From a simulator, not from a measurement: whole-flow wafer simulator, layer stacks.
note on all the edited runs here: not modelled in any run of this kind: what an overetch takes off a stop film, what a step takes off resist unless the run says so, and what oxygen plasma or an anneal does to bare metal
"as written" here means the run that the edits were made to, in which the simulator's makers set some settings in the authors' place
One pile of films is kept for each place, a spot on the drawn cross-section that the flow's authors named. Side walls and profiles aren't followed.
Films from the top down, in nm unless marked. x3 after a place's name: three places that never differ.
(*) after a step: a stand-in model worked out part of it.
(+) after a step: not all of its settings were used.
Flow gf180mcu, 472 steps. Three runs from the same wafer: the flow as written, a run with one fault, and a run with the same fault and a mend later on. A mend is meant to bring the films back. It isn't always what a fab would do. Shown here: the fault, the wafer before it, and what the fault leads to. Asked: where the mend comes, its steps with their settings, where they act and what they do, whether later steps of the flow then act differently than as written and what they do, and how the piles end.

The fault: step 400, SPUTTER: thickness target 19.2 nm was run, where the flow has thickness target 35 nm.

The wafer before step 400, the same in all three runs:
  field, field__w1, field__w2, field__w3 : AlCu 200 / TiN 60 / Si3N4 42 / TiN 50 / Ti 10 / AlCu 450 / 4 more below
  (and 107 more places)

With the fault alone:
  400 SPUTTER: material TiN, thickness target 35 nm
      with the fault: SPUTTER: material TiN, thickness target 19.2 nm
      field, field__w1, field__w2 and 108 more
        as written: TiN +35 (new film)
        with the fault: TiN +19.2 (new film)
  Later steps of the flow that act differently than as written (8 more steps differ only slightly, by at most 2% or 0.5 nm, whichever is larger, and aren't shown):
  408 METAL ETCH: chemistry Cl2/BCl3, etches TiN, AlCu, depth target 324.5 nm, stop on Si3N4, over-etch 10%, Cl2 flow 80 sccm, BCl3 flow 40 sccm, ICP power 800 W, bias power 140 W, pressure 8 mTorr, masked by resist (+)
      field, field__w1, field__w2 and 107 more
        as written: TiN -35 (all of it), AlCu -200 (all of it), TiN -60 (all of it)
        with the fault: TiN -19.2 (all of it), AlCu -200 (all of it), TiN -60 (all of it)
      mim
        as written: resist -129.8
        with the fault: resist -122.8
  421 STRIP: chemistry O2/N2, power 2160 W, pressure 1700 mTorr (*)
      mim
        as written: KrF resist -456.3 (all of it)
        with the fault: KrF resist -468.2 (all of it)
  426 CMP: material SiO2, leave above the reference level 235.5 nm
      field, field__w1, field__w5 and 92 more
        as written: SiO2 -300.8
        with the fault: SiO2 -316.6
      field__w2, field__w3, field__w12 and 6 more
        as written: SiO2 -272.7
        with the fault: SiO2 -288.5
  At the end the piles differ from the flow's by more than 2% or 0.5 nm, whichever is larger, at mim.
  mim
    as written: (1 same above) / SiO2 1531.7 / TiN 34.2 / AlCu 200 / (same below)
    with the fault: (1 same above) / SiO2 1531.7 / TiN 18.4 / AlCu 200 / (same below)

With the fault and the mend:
  The mend comes after step 407.
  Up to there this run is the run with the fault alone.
  407a STRIP: chemistry O2/N2, power 2160 W, pressure 1700 mTorr (*)
      mim
        resist -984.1 (all of it)
  407b SPUTTER: material TiN, thickness target 15.8 nm (the flow's step 400 once more, with other settings)
      field, field__w1, field__w2 and 108 more
        TiN +15.8
  407c HMDS: 120 C, 60 s (the flow's step 402 once more)
      changes no film at any place that is followed
  407d COAT: resist, thickness 1000 nm (the flow's step 403 once more)
      field, field__w1, field__w2 and 108 more
        resist +1000 (new film)
  407e SOFTBAKE: resist (the flow's step 404 once more)
      changes no film at any place that is followed
  407f EXPOSE: photomask FuseTop (the flow's step 405 once more)
      changes no film at any place that is followed
  407g PEB: resist, 70.3 s (the flow's step 406 once more)
      field, field__w1, field__w2 and 108 more
        resist -15.9
  407h DEVELOP: thickness 1000 nm, 60 s (the flow's step 407 once more)
      field, field__w1, field__w2 and 107 more
        resist -984.1 (all of it)
  No later step of the flow acts differently than as written at any place that is followed.
  At the end the piles are the same as the flow's at every place that both follow.
